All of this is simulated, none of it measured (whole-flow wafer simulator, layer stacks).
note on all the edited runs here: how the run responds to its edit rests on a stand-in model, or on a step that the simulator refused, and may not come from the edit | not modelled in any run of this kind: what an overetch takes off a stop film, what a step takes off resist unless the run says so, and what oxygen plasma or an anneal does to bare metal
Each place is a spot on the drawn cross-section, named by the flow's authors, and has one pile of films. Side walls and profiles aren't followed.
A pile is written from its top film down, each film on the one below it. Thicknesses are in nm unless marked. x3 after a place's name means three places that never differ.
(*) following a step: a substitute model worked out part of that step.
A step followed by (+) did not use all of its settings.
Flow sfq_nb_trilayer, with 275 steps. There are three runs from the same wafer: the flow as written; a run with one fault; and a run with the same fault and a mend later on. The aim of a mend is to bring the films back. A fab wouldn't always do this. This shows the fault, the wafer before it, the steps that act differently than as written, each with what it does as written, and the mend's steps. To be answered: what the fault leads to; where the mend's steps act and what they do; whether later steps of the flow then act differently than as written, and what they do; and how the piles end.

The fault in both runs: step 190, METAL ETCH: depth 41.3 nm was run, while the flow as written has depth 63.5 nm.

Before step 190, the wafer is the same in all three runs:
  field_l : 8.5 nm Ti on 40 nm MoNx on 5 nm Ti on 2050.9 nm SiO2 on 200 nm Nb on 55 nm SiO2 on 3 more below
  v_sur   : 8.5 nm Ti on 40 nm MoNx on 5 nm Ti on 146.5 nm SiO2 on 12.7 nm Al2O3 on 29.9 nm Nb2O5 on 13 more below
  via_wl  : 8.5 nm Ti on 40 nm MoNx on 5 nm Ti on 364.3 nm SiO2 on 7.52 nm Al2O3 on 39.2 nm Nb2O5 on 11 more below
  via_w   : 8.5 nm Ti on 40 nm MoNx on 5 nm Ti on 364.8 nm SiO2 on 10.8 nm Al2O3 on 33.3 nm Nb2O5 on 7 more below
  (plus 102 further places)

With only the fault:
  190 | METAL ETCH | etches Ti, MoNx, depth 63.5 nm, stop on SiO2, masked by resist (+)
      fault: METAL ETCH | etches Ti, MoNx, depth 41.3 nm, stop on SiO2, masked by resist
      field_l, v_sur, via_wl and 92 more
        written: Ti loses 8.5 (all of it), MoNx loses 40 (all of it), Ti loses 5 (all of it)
        fault: Ti loses 8.5 (all of it), MoNx loses 32.8
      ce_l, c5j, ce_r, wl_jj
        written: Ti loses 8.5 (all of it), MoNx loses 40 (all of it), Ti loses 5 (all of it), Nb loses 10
        fault: Ti loses 8.5 (all of it), MoNx loses 32.8
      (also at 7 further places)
  Later steps of the flow acting differently than as written (not shown: 11 more steps that differ only slightly, by at most 2% or 0.5 nm, whichever is larger):
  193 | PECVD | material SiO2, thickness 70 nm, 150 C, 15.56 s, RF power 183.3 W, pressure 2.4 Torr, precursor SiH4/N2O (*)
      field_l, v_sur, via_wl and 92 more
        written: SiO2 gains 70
        fault: SiO2 gains 70 (new film)
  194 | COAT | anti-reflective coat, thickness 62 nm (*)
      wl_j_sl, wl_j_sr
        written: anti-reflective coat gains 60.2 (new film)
        fault: anti-reflective coat gains 62 (new film)
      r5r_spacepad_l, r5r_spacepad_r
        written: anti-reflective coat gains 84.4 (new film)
        fault: anti-reflective coat gains 79.1 (new film)
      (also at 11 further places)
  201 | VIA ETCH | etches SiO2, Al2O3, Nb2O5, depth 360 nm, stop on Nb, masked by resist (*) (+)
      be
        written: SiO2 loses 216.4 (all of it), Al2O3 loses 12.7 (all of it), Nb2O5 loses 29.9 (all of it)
        fault: SiO2 loses 69.8 (all of it), MoNx loses 7.2 (all of it), Ti loses 5 (all of it), SiO2 loses 146.5 (all of it), Al2O3 loses 12.7 (all of it), Nb2O5 loses 29.9 (all of it)
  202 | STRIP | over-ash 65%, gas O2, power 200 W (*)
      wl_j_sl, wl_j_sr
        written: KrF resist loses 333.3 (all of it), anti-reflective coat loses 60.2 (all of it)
        fault: KrF resist loses 333.2 (all of it), anti-reflective coat loses 62 (all of it)
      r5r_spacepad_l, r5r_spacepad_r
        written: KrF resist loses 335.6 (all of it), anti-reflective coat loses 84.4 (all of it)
        fault: KrF resist loses 335.1 (all of it), anti-reflective coat loses 79.1 (all of it)
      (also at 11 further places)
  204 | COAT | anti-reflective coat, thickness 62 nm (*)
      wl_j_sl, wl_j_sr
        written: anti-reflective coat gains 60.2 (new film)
        fault: anti-reflective coat gains 62 (new film)
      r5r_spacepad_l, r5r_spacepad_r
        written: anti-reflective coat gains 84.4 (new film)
        fault: anti-reflective coat gains 79.1 (new film)
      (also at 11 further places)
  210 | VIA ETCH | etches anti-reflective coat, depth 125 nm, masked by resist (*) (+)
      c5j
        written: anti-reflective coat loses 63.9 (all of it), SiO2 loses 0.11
        fault: anti-reflective coat loses 61.3 (all of it), SiO2 loses 0.13
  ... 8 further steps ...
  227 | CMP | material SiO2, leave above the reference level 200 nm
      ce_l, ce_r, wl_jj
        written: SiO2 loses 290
        fault: SiO2 loses 300
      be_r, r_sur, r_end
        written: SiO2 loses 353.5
        fault: SiO2 loses 341.3
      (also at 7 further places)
  The piles end different from the flow's at field_l, v_sur, via_wl and 100 more by more than 2% or 0.5 nm, whichever is larger.
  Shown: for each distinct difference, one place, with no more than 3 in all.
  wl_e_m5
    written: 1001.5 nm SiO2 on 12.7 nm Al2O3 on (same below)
    fault: 855 nm SiO2 on 7.2 nm MoNx on 5 nm Ti on 146.5 nm SiO2 on 12.7 nm Al2O3 on (same below)
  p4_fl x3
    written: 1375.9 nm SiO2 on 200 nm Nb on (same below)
    fault: 855 nm SiO2 on 7.2 nm MoNx on 5 nm Ti on 520.9 nm SiO2 on 200 nm Nb on (same below)
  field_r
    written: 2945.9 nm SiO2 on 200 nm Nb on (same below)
    fault: 855 nm SiO2 on 7.2 nm MoNx on 5 nm Ti on 2090.9 nm SiO2 on 200 nm Nb on (same below)

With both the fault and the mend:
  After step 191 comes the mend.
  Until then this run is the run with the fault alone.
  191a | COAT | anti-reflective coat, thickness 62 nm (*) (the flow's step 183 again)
      p4_fl x3, p4_w1 x9, p4_g1 x2 and 57 more
        anti-reflective coat gains 62 (new film)
      field_l, v_sur, via_wl and 7 more
        anti-reflective coat gains 62.2 (new film)
      wire, be, lsp_m, ln_m6
        anti-reflective coat gains 62.3 (new film)
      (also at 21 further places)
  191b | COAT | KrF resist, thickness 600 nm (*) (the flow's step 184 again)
      p4_fl x3, p4_w1 x9, p4_g1 x2 and 57 more
        KrF resist gains 600 (new film)
      v_sur, via_wl, via_w
        KrF resist gains 600.5 (new film)
      via_wr, via_sp, l0v
        KrF resist gains 600.6 (new film)
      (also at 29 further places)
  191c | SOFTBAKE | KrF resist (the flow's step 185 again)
      does not change any film at any place that is followed
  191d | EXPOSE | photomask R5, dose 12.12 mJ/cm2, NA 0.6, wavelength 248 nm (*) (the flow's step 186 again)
      does not change any film at any place that is followed
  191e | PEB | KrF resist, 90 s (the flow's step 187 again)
      field_l, v_sur, via_wl and 77 more
        KrF resist loses 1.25
      wire, be, be_sur and 14 more
        KrF resist loses 1.26
      be_r, r_sur, res, r_end
        KrF resist loses 1.22
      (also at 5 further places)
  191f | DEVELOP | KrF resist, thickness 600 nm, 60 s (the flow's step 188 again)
      p4_fl x3, p4_w1 x9, p4_g1 x2 and 57 more
        KrF resist loses 598.7 (all of it)
      be_r, r_sur, res, r_end, r5r_line_l, r5r_line_c, r5r_line_r
        KrF resist loses 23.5
      via_w, via_wr, via_sp, l0v
        KrF resist loses 599.3 (all of it)
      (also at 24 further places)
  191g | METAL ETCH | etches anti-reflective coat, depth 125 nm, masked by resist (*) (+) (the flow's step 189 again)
      p4_fl x3, p4_w1 x9, p4_g1 x2 and 57 more
        anti-reflective coat loses 62 (all of it)
      field_l, v_sur, via_wl and 7 more
        anti-reflective coat loses 62.2 (all of it)
      be_r, r_sur, res, r_end, r5r_line_l, r5r_line_c, r5r_line_r
        KrF resist loses 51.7
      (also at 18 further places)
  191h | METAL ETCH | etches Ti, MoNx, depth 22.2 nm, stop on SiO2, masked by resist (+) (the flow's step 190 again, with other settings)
      field_l, v_sur, via_wl and 92 more
        MoNx loses 7.2 (all of it), Ti loses 5 (all of it)
      be_r, r_sur, res, r_end, r5r_line_l, r5r_line_c, r5r_line_r
        KrF resist loses 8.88
      ce_l, c5j, ce_r, wl_jj
        MoNx loses 7.2 (all of it), Ti loses 5 (all of it), Nb loses 10
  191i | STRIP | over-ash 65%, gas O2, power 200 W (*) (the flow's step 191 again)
      r5r_line_c, r5r_line_r
        KrF resist loses 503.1 (all of it), anti-reflective coat loses 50 (all of it)
      be_r
        KrF resist loses 497.6 (all of it), anti-reflective coat loses 55 (all of it)
      r_sur
        KrF resist loses 497.5 (all of it), anti-reflective coat loses 58.3 (all of it)
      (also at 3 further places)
  Every later step of the flow that is run acts as written at every place that is followed.
  The piles end the same as the flow's at every place that both follow.
